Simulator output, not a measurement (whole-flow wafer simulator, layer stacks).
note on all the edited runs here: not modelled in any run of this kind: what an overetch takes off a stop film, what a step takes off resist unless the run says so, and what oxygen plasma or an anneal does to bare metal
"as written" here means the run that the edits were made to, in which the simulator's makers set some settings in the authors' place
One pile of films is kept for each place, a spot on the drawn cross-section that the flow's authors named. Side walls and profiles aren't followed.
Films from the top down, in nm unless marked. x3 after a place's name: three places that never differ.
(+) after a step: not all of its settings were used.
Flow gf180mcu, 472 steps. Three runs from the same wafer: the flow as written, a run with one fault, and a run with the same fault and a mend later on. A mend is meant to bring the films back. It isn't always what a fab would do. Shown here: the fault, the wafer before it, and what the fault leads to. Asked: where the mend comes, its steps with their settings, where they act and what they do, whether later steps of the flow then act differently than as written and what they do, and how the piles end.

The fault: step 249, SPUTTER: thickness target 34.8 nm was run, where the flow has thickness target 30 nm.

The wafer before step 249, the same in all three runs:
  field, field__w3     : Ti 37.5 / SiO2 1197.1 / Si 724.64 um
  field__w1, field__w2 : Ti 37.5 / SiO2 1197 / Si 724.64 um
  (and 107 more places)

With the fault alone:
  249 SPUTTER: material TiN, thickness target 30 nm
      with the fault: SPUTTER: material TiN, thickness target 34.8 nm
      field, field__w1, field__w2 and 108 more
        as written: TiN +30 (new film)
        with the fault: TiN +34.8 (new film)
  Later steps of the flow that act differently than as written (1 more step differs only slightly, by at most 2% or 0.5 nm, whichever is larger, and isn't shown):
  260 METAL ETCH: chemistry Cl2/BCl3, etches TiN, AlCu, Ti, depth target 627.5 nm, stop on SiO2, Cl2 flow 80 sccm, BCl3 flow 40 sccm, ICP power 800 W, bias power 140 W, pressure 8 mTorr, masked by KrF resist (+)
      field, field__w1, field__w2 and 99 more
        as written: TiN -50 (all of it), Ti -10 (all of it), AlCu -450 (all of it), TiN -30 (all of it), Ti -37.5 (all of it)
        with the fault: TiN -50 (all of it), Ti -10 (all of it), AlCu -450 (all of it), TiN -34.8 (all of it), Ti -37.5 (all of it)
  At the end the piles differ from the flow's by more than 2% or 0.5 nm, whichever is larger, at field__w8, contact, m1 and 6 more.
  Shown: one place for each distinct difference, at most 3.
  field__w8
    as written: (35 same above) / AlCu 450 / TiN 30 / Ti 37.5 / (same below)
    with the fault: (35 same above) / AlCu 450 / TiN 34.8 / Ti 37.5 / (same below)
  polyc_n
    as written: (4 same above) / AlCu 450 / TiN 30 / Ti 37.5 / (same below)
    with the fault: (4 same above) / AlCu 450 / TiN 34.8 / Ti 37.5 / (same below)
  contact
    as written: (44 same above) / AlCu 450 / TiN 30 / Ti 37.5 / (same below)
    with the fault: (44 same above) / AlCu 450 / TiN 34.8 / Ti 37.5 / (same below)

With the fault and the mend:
  The mend comes after step 249.
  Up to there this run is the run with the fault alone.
  249a METAL ETCH: chemistry Cl2/BCl3, etches TiN, AlCu, Ti, depth target 4.8 nm, Cl2 flow 80 sccm, BCl3 flow 40 sccm, ICP power 800 W, bias power 140 W, pressure 8 mTorr
      field, field__w1, field__w2 and 108 more
        TiN -4.8
  No later step of the flow acts differently than as written at any place that is followed.
  At the end the piles are the same as the flow's at every place that both follow.
